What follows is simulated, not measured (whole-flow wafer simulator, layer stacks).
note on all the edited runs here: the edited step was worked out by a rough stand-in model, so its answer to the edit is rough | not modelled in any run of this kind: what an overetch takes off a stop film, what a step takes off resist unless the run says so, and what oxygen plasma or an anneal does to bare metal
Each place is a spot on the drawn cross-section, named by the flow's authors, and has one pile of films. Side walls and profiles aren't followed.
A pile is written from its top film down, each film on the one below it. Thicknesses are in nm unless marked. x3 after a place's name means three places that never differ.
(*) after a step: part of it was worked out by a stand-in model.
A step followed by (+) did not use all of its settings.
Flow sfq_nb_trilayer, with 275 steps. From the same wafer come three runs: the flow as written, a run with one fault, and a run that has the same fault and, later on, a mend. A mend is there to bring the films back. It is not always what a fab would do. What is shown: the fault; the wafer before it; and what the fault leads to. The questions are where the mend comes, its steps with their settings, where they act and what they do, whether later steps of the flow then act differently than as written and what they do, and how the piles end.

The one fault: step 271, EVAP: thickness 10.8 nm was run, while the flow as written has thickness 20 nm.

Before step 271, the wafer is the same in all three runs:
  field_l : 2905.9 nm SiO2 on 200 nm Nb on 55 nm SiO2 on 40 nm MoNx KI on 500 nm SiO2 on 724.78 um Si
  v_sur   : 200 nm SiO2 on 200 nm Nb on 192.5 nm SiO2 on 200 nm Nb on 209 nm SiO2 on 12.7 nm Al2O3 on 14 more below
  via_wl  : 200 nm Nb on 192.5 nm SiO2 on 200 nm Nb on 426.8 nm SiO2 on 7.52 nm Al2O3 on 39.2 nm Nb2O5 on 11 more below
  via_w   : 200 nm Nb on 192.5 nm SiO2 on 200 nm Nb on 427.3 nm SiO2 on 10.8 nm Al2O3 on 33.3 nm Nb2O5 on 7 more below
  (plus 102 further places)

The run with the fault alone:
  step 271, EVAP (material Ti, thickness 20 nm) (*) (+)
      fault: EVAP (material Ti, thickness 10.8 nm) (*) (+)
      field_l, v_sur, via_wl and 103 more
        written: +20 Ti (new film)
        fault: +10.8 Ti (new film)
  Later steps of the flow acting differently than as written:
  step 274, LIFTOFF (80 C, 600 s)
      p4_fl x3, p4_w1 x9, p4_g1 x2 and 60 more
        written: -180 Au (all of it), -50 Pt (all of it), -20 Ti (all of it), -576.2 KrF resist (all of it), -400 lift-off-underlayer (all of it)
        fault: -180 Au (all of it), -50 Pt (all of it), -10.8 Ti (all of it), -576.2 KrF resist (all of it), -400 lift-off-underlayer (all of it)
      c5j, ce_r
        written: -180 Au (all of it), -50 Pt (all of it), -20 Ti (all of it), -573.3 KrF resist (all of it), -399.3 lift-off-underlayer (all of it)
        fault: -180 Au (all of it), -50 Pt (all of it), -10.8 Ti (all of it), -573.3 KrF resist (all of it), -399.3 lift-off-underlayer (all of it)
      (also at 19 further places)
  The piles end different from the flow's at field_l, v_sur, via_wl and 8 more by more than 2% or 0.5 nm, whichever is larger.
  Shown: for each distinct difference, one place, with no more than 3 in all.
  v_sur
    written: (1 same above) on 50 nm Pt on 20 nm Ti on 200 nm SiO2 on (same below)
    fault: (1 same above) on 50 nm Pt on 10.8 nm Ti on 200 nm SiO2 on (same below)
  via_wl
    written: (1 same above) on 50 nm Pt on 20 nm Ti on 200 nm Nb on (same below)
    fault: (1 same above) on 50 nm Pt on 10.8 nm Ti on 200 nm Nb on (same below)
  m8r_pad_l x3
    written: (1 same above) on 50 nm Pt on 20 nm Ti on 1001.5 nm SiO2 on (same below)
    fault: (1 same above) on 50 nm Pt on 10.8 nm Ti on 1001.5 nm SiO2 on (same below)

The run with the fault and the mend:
  The mend stands after step 271.
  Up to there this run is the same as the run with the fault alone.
  step 271a, EVAP (material Ti, thickness 9.2 nm) (*) (+) (the flow's step 271 again, with other settings)
      field_l, v_sur, via_wl and 103 more
        +9.2 Ti
  Later steps of the flow that are run all act as written at every place that is followed.
  The piles end the same as the flow's at every place that both follow.
